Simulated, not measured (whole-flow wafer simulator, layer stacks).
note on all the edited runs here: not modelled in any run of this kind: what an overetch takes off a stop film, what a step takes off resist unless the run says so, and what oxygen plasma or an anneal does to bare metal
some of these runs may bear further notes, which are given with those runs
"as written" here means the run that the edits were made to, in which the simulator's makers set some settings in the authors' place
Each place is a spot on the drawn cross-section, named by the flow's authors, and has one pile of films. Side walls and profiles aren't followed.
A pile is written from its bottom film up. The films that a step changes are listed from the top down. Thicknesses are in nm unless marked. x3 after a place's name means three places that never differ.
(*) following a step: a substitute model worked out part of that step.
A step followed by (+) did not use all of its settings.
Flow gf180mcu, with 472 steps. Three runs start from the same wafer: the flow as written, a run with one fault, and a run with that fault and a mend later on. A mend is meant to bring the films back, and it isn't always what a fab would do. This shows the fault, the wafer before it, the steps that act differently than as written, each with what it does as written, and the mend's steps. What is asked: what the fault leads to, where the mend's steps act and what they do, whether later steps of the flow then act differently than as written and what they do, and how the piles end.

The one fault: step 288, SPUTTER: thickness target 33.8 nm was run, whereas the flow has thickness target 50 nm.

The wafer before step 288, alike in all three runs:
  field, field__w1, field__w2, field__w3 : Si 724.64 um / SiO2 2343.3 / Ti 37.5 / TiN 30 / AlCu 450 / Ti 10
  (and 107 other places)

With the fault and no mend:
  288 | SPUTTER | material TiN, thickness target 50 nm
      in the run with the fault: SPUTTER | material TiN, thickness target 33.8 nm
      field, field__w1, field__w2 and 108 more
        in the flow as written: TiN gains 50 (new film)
        in the run with the fault: TiN gains 33.8 (new film)
  Later steps of the flow acting differently than as written (not shown: 4 more steps that differ only slightly, by at most 2% or 0.5 nm, whichever is larger):
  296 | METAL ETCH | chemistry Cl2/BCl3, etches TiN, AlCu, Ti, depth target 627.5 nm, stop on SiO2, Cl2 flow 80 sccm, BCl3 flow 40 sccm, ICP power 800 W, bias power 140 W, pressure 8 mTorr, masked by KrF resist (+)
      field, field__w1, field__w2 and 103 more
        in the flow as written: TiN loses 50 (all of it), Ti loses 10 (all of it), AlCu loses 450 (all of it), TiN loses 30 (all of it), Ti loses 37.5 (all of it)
        in the run with the fault: TiN loses 33.8 (all of it), Ti loses 10 (all of it), AlCu loses 450 (all of it), TiN loses 30 (all of it), Ti loses 37.5 (all of it)
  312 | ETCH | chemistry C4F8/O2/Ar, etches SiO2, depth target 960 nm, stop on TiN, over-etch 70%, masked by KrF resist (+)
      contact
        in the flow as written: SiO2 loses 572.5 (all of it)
        in the run with the fault: SiO2 loses 588.7 (all of it)
  By the end, the piles at field__w8, contact, m1, m1__w1, m1_nw depart from the flow's by more than 2% or 0.5 nm, whichever is larger.
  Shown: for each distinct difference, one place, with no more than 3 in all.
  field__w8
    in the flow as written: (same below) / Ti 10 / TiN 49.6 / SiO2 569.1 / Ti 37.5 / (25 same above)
    in the run with the fault: (same below) / Ti 10 / TiN 33.4 / SiO2 585.3 / Ti 37.5 / (25 same above)
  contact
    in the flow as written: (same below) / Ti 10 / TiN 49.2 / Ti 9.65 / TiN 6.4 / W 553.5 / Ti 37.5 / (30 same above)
    in the run with the fault: (same below) / Ti 10 / TiN 33 / Ti 9.56 / TiN 6.34 / W 569.9 / Ti 37.5 / (30 same above)

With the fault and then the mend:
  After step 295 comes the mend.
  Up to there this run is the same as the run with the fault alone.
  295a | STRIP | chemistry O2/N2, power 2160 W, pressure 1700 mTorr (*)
      field__w8, contact, m1, m1__w1, m1_nw
        KrF resist loses 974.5 (all of it)
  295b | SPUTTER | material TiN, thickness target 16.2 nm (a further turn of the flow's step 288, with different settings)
      field, field__w1, field__w2 and 108 more
        TiN gains 16.2
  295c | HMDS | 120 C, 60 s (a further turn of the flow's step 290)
      alters no film at any place that is followed
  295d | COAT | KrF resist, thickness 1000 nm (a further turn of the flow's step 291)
      field, field__w1, field__w2 and 108 more
        KrF resist gains 1000 (new film)
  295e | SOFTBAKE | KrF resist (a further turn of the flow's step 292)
      alters no film at any place that is followed
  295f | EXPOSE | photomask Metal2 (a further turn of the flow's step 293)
      alters no film at any place that is followed
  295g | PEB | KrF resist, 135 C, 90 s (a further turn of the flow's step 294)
      field, field__w1, field__w2 and 108 more
        KrF resist loses 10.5
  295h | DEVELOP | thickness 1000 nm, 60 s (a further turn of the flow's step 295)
      field, field__w1, field__w2 and 103 more
        KrF resist loses 989.5 (all of it)
      field__w8, contact, m1, m1__w1, m1_nw
        KrF resist loses 14.9
  Every later step of the flow that is run acts as written at every place that is followed.
  At every place that both follow, the piles at the end match the flow's.
